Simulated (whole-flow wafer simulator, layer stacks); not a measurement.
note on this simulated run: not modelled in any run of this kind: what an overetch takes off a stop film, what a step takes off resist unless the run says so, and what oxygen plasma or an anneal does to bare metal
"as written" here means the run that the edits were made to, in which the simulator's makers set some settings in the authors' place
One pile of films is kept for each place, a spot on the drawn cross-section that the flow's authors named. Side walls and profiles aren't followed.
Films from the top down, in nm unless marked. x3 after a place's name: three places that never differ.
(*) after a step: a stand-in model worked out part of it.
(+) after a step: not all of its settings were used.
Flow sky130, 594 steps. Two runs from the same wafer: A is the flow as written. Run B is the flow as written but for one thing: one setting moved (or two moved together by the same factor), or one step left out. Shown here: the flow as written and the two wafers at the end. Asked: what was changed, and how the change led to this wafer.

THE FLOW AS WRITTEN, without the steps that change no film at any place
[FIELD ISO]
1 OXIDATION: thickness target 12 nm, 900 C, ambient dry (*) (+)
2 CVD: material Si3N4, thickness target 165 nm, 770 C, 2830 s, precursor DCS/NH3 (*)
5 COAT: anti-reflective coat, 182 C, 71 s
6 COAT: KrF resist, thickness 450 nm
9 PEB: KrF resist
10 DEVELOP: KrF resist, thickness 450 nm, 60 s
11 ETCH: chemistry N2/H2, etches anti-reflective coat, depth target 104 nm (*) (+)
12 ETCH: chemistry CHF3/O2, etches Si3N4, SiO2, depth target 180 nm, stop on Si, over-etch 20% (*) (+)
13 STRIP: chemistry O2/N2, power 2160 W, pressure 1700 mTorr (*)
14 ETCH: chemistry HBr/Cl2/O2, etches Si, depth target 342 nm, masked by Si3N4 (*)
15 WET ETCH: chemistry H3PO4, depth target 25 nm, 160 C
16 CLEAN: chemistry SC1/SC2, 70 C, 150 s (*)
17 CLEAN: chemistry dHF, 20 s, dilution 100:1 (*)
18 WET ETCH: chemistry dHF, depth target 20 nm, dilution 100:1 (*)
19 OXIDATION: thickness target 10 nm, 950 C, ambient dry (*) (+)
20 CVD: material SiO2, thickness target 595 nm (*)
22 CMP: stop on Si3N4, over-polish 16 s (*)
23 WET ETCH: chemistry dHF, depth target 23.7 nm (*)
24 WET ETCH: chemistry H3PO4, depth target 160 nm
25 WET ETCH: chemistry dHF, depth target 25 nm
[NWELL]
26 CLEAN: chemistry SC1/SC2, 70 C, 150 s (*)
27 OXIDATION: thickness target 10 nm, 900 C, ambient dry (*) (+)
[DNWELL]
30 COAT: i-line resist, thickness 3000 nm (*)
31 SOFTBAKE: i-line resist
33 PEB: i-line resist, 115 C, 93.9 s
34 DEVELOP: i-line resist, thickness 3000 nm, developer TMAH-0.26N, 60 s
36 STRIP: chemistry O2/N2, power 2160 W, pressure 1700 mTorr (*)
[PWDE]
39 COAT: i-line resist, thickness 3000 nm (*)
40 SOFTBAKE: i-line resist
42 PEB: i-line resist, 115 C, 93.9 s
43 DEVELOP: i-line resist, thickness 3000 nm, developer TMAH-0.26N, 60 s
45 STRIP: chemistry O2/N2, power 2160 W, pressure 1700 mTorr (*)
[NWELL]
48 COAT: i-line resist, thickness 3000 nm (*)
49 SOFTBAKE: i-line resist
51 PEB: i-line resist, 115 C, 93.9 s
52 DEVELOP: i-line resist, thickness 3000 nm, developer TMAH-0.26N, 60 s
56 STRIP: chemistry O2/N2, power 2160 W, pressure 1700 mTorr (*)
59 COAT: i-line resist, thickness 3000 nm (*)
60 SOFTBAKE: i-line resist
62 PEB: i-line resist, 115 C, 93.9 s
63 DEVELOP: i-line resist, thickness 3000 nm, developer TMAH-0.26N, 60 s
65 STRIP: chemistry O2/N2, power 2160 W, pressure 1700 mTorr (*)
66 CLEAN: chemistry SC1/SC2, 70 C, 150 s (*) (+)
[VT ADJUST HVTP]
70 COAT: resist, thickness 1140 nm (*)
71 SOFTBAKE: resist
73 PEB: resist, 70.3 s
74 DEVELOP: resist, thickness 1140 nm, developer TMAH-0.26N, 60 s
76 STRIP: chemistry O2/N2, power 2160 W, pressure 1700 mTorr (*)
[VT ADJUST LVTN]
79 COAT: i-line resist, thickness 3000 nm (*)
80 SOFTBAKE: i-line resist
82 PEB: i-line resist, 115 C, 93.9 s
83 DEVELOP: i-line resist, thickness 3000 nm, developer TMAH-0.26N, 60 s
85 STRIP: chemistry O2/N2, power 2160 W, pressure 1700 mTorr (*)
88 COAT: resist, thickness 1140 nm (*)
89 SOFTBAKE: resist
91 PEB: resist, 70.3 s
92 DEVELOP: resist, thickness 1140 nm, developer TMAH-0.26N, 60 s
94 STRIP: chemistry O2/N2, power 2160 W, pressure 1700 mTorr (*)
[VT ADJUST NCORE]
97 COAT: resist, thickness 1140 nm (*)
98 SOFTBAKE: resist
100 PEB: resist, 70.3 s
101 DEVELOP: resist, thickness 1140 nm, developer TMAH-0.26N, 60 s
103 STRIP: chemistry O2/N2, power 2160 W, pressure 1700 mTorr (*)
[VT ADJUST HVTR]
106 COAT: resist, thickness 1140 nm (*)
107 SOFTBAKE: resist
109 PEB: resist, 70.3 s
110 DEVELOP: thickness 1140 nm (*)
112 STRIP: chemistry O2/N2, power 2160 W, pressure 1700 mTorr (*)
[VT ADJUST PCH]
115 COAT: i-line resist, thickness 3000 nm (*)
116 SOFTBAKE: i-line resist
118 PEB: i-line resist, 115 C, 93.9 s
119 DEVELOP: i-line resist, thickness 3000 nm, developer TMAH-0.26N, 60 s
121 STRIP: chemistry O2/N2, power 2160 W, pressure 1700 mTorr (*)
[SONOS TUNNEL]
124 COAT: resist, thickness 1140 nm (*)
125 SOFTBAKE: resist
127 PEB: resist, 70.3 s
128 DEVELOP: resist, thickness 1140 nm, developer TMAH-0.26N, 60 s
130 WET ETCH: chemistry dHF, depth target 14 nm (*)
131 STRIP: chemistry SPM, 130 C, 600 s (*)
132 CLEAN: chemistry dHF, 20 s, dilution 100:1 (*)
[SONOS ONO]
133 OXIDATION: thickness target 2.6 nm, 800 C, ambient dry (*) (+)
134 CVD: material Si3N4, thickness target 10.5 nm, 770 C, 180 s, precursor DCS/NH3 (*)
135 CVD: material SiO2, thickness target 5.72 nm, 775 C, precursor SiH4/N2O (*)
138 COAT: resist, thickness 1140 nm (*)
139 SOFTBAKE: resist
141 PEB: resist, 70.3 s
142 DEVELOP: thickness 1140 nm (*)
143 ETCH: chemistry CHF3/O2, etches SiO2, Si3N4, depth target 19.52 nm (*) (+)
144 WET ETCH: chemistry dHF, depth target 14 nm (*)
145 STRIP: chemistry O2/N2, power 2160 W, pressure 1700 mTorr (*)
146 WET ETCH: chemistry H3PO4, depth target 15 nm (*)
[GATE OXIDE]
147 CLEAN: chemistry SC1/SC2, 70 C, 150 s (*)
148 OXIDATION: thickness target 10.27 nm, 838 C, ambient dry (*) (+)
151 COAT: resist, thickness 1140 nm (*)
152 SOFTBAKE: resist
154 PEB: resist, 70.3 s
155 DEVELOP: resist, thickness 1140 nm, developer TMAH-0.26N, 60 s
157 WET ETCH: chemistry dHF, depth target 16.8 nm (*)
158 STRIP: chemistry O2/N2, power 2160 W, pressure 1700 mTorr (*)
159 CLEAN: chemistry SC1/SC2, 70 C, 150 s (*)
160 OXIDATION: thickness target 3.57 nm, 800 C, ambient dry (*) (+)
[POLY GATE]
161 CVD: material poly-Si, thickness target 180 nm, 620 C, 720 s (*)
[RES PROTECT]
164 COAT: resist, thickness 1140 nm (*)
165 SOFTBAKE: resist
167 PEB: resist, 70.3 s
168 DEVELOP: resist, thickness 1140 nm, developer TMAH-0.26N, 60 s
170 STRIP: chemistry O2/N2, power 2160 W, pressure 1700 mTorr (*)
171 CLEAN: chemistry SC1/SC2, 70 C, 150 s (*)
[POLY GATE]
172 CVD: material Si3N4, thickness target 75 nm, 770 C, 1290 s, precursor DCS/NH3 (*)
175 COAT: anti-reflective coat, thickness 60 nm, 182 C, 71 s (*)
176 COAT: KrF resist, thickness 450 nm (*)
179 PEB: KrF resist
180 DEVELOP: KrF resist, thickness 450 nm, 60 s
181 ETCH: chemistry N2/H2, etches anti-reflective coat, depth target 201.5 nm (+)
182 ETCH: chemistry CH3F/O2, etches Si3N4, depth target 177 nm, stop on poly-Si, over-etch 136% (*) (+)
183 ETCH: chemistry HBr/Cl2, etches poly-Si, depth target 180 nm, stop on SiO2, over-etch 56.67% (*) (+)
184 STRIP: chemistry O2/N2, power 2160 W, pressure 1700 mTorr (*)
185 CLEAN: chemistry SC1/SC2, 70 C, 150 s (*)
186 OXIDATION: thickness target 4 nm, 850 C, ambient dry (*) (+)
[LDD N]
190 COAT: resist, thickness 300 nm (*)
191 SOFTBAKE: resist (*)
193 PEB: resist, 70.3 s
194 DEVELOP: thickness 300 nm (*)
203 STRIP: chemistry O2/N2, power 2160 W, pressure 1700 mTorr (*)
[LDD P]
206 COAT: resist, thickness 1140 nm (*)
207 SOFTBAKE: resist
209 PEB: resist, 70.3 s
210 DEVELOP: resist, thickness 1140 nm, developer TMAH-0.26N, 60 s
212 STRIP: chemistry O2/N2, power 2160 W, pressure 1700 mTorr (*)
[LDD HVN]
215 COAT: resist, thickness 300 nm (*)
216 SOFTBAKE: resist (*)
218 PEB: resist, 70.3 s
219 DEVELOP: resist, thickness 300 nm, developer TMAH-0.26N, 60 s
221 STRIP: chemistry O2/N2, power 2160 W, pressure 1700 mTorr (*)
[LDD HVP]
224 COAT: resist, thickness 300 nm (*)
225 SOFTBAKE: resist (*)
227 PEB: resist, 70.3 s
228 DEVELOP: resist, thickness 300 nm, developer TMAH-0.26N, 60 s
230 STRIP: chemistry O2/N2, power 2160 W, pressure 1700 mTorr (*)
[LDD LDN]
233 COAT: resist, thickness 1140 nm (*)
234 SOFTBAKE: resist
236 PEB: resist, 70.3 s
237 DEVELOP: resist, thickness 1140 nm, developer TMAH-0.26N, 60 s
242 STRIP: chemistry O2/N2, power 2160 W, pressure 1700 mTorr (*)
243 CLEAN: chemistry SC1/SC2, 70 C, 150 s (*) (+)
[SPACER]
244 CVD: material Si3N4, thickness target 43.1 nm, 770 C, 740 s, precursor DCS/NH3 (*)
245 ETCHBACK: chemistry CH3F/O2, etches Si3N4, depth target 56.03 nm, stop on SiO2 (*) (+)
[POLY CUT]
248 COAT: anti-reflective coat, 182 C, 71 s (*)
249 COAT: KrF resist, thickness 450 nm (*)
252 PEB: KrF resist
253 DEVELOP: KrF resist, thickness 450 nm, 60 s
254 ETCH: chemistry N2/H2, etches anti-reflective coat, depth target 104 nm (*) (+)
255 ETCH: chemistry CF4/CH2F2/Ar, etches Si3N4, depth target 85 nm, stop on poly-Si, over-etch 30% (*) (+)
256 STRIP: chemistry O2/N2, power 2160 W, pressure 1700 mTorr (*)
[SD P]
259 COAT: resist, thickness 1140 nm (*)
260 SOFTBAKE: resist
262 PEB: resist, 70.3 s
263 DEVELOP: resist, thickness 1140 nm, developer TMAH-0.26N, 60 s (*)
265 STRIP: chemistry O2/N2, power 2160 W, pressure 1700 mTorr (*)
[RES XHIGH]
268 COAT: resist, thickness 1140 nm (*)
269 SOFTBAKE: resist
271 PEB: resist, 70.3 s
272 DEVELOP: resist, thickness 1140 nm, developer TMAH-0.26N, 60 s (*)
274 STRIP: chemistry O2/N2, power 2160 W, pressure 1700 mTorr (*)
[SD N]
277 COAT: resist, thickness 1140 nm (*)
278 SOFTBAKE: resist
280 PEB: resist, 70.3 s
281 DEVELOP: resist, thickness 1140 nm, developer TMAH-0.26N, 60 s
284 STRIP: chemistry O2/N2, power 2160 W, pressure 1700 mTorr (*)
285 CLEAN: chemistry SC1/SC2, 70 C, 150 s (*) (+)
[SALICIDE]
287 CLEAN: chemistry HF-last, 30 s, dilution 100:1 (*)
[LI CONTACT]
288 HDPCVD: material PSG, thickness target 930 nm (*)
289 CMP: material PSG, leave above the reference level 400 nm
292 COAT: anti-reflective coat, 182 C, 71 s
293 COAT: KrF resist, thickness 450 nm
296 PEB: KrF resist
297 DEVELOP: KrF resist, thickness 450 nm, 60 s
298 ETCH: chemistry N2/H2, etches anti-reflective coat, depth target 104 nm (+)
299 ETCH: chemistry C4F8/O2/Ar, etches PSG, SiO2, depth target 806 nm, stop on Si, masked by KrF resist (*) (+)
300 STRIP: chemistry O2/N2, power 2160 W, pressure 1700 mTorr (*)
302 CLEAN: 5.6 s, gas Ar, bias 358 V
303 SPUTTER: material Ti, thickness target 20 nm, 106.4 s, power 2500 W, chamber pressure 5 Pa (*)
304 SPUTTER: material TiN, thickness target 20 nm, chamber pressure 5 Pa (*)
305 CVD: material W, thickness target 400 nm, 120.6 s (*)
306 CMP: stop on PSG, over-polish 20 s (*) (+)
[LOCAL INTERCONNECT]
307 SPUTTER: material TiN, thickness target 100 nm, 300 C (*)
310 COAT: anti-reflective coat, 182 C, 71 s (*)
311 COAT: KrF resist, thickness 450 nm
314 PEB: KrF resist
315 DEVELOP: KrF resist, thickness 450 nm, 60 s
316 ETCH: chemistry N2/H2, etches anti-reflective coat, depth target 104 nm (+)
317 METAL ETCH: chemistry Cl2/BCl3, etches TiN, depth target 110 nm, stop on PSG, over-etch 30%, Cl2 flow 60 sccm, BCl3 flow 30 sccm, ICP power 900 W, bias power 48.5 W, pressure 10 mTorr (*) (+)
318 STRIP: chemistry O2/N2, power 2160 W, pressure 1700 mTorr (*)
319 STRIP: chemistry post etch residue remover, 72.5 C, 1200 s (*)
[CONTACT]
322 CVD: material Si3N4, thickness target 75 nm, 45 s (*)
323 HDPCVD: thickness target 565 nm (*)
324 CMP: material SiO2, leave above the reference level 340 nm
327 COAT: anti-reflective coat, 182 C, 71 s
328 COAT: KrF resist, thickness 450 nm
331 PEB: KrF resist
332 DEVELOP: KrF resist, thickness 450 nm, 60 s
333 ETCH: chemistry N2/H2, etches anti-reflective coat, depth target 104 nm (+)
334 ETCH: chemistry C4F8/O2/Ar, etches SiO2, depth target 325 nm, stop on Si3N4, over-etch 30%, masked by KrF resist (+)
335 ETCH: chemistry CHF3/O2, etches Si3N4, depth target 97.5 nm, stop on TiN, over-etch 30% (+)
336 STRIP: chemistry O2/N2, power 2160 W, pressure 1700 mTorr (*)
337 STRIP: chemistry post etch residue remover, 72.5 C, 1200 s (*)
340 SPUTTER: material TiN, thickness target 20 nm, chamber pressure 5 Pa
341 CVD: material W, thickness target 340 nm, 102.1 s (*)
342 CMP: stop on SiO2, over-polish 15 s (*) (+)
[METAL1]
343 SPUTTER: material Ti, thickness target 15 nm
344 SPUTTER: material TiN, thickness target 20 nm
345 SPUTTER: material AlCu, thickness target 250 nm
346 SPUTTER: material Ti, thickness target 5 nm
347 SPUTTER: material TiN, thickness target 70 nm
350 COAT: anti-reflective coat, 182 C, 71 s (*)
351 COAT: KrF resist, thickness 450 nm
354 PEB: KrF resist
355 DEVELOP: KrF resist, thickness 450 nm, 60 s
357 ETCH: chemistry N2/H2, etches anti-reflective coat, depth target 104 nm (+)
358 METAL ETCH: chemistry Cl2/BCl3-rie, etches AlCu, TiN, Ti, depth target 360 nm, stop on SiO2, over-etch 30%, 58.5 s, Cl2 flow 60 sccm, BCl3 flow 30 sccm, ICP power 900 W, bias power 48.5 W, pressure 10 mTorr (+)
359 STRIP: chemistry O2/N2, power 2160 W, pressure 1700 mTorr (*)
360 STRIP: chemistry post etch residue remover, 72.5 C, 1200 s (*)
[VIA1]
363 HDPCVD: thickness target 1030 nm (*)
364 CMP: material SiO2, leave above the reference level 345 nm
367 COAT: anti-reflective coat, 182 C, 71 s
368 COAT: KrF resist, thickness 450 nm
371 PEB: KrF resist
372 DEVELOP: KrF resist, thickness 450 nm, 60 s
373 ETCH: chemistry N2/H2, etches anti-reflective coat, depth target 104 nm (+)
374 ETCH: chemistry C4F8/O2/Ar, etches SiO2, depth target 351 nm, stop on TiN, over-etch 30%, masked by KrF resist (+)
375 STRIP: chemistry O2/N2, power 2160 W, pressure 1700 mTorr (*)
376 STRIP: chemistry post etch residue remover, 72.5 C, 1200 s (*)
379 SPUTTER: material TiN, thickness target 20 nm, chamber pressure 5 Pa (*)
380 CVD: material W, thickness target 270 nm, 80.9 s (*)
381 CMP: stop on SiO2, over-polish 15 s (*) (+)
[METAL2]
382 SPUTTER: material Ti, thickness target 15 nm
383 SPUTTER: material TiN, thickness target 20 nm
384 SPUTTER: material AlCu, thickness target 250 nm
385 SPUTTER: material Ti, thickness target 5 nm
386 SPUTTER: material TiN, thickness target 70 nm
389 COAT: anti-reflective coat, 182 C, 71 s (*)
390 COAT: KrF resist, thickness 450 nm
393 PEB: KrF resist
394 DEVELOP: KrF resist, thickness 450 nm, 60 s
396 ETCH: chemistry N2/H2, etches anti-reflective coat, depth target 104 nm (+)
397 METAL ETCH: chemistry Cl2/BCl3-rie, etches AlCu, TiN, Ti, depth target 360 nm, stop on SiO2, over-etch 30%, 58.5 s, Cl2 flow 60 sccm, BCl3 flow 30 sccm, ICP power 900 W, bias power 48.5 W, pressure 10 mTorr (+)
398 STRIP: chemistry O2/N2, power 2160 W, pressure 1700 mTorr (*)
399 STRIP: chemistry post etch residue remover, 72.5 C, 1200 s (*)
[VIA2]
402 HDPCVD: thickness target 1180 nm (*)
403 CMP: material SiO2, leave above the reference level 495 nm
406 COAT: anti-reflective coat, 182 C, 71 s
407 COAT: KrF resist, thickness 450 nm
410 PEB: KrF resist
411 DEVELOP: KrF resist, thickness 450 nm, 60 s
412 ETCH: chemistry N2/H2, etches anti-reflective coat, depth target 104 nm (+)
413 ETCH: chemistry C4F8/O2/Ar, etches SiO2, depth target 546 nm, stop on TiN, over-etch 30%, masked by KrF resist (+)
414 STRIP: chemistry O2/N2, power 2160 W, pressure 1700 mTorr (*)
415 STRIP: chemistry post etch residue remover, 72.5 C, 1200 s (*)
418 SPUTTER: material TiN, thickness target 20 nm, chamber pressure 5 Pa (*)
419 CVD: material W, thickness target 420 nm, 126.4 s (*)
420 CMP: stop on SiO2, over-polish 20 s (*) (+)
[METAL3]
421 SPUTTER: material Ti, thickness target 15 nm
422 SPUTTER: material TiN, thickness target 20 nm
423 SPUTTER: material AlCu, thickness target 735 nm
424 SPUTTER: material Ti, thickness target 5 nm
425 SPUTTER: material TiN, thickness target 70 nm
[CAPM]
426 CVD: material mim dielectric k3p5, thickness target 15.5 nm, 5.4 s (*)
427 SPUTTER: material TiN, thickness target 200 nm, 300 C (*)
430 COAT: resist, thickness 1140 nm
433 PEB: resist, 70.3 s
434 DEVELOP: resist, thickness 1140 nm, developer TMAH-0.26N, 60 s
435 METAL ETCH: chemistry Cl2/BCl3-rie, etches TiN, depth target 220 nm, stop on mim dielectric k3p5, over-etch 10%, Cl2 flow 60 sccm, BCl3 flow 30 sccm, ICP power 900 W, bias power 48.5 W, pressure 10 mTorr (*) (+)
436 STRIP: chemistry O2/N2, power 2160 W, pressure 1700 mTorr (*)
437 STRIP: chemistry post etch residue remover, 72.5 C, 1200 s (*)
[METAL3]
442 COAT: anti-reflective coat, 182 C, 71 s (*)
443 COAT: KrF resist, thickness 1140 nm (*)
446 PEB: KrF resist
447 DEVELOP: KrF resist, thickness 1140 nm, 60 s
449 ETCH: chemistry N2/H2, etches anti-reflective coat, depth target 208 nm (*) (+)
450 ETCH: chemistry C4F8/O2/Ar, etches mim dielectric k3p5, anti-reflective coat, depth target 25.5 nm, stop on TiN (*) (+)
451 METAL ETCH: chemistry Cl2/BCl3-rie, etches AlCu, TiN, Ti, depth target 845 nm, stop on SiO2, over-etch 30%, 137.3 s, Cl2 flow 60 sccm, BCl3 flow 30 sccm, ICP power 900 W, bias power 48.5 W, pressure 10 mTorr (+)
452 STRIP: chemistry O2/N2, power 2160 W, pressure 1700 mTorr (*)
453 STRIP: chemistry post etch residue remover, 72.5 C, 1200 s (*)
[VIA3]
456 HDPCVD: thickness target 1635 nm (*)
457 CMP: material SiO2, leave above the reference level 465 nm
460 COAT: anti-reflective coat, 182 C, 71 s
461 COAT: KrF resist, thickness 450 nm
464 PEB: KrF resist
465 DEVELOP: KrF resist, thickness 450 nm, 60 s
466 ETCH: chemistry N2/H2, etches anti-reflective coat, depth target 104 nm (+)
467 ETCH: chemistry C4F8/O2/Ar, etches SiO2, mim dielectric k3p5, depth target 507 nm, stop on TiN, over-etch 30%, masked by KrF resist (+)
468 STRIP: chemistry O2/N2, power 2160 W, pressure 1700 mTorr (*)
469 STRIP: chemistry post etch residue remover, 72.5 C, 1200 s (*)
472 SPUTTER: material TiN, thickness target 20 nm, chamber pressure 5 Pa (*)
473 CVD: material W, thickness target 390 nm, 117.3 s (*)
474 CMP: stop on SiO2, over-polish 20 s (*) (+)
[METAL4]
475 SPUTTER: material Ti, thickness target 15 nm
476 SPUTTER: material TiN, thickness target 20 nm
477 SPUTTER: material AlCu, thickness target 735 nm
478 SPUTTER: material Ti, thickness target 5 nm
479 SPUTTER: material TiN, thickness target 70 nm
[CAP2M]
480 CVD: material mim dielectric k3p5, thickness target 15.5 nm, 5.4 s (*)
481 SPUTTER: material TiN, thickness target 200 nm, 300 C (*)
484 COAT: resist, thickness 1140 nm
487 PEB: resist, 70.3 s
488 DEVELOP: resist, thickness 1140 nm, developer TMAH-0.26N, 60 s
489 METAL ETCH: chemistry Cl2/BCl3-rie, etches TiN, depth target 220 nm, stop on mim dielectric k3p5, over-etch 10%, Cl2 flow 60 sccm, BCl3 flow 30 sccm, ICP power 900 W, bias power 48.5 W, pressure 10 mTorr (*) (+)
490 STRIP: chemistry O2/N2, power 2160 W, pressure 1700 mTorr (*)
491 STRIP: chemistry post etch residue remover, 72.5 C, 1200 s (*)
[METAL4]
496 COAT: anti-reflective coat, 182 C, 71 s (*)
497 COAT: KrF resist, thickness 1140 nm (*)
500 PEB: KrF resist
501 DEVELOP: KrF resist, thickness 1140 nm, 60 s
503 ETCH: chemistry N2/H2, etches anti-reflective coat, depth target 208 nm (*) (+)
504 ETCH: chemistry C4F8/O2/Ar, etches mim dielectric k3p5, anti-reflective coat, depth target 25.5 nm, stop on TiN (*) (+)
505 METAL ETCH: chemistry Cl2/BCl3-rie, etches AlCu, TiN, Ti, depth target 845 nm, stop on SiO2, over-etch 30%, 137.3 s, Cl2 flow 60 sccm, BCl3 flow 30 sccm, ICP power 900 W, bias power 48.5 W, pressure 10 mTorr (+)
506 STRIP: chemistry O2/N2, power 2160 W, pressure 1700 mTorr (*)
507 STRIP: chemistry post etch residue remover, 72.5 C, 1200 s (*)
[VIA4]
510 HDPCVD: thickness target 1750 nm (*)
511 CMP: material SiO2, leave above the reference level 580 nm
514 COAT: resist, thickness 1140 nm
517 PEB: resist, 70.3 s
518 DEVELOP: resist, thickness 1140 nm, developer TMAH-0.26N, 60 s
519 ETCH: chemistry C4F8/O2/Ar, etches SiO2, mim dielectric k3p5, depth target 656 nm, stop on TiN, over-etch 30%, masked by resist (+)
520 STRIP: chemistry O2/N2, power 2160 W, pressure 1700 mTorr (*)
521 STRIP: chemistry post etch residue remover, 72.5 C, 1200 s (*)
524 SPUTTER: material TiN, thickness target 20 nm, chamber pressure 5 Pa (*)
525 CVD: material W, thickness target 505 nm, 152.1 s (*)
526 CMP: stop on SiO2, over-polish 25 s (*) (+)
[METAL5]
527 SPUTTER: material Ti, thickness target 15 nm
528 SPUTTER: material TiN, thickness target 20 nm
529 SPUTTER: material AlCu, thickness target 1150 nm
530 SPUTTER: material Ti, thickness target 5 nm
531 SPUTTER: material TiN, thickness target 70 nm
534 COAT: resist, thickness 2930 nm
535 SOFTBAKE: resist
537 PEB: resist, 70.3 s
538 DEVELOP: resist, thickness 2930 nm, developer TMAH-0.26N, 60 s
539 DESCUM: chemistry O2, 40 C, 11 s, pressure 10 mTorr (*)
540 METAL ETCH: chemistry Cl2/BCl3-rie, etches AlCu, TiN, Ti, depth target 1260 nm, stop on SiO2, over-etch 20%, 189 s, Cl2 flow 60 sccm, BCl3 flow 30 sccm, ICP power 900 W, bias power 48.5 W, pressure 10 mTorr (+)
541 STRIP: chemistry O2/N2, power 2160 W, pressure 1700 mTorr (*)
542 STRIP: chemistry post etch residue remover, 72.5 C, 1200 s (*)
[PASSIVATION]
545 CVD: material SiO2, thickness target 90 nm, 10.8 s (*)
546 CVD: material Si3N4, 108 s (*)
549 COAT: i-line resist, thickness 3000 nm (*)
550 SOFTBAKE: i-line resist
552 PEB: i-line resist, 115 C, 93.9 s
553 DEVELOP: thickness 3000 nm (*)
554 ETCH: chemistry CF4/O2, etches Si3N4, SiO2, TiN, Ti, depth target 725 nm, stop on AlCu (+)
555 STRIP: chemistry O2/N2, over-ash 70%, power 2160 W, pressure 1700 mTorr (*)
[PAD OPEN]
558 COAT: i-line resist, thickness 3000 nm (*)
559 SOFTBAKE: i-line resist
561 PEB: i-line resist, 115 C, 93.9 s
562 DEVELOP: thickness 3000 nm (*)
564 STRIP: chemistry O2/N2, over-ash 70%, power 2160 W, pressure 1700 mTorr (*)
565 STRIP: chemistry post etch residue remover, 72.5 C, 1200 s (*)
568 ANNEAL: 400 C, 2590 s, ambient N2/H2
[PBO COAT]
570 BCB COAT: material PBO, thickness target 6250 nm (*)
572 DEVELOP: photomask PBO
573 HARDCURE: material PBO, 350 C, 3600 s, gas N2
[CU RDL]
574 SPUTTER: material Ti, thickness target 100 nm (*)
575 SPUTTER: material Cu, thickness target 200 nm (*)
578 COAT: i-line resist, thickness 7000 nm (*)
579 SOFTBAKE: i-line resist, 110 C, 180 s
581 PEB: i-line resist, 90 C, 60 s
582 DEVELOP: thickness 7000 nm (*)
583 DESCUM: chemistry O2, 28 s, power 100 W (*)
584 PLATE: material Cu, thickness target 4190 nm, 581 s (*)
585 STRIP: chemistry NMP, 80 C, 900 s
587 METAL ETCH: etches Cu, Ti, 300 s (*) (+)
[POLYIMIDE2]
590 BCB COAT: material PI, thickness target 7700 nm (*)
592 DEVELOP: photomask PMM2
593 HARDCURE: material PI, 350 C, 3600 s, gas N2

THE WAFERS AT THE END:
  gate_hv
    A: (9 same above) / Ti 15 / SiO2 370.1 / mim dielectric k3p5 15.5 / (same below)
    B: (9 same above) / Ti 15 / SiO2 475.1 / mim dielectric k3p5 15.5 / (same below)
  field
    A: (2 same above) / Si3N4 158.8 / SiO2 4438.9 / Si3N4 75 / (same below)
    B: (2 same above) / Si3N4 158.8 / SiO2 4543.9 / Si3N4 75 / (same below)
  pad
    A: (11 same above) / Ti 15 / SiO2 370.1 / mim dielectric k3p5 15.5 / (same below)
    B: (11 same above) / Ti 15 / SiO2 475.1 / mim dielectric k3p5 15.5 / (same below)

The cause: step 457, CMP: leave above the reference level 570 nm was run, where the flow has leave above the reference level 465 nm.

How the change led to this, step by step:
  457 CMP: material SiO2, leave above the reference level 465 nm
      n_well, p_well, gate_hv and 99 more: A SiO2 -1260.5 | B SiO2 -1155.5
      field, active, gate and 82 more: A SiO2 -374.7 | B SiO2 -269.7
      (and at 5 more places)
  467 ETCH: chemistry C4F8/O2/Ar, etches SiO2, mim dielectric k3p5, depth target 507 nm, stop on TiN, over-etch 30%, masked by KrF resist (+)
      m1: A SiO2 -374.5 (all of it), mim dielectric k3p5 -15.5 (all of it) | B SiO2 -479.5 (all of it), mim dielectric k3p5 -15.5 (all of it)
      via3_hole: A SiO2 -373.9 (all of it), mim dielectric k3p5 -15.5 (all of it) | B SiO2 -478.9 (all of it), mim dielectric k3p5 -15.5 (all of it)
  472 SPUTTER: material TiN, thickness target 20 nm, chamber pressure 5 Pa (*)
      m1: A TiN +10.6 | B TiN +9.24
      via3_hole: A TiN +10.6 | B TiN +9.23
  473 CVD: material W, thickness target 390 nm, 117.3 s (*)
      m1: A W +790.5 (new film) | B W +896.8 (new film)
      via3_hole: A W +789.9 (new film) | B W +896.2 (new film)
